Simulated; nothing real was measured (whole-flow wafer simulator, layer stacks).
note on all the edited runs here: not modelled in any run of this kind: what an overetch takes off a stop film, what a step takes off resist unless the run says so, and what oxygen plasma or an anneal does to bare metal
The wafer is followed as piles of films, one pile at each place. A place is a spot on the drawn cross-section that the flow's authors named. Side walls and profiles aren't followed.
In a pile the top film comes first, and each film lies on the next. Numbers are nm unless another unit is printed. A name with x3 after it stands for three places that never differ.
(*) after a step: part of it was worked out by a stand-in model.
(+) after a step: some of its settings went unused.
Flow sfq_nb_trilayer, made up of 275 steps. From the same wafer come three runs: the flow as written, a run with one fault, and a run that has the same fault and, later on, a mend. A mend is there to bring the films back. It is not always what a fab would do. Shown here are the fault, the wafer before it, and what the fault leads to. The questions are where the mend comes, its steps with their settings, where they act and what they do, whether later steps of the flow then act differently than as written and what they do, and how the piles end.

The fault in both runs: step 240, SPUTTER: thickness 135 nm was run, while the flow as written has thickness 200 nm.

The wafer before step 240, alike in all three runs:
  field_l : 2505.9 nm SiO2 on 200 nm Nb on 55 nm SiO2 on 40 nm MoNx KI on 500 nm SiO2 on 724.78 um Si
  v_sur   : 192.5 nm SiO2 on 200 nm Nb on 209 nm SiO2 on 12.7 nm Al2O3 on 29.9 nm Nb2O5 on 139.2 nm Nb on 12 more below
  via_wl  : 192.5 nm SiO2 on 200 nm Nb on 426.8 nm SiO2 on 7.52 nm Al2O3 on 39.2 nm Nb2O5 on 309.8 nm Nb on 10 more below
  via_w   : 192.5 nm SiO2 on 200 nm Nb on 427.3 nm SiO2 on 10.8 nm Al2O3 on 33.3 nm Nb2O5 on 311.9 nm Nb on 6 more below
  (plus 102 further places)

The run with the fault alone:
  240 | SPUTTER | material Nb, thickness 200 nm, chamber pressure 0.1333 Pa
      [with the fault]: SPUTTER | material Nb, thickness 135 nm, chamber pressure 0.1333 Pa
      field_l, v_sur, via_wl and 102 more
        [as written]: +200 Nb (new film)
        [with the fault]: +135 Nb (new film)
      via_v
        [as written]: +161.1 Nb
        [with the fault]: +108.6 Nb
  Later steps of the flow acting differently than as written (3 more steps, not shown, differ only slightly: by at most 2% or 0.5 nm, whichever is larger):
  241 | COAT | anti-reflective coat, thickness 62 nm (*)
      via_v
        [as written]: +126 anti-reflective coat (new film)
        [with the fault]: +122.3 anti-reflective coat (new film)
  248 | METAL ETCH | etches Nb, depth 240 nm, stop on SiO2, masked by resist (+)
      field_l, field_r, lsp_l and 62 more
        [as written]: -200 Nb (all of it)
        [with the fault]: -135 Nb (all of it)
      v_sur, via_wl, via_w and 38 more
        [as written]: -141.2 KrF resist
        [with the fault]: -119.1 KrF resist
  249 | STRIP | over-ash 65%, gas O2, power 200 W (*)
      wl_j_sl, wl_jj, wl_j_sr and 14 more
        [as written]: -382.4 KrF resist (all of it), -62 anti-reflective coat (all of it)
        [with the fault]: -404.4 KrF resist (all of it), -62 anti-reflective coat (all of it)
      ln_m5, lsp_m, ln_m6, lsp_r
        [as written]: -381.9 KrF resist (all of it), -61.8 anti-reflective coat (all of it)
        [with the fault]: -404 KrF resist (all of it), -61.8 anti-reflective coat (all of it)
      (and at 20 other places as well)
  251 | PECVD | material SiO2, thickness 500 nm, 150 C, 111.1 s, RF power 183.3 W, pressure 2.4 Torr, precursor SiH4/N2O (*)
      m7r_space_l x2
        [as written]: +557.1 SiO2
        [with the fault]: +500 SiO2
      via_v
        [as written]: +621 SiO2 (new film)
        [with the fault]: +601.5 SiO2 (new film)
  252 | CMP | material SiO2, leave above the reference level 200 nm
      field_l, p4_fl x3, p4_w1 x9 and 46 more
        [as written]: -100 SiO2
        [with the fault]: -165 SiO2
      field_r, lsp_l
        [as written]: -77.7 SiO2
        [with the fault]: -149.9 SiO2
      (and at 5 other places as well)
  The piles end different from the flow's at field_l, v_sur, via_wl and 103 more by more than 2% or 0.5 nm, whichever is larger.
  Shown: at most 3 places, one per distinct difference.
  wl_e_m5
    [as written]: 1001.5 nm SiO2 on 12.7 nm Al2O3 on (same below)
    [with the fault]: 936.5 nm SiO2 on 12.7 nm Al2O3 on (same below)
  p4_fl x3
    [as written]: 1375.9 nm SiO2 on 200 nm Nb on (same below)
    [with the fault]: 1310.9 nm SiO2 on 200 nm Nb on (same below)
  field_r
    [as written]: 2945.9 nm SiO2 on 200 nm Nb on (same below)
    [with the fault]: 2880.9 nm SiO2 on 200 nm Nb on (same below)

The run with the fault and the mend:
  After step 240 comes the mend.
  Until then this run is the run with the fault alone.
  240a | SPUTTER | material Nb, thickness 65 nm, chamber pressure 0.1333 Pa (a further turn of the flow's step 240, with different settings)
      field_l, v_sur, via_wl and 102 more
        +65 Nb
      via_v
        +48.9 Nb
  Every later step of the flow that is run acts as written, at every place that is followed, to within 2% or 0.5 nm, whichever is larger.
  The piles end only slightly different from the flow's at the places that both follow, by no more than 2% or 0.5 nm, whichever is larger.
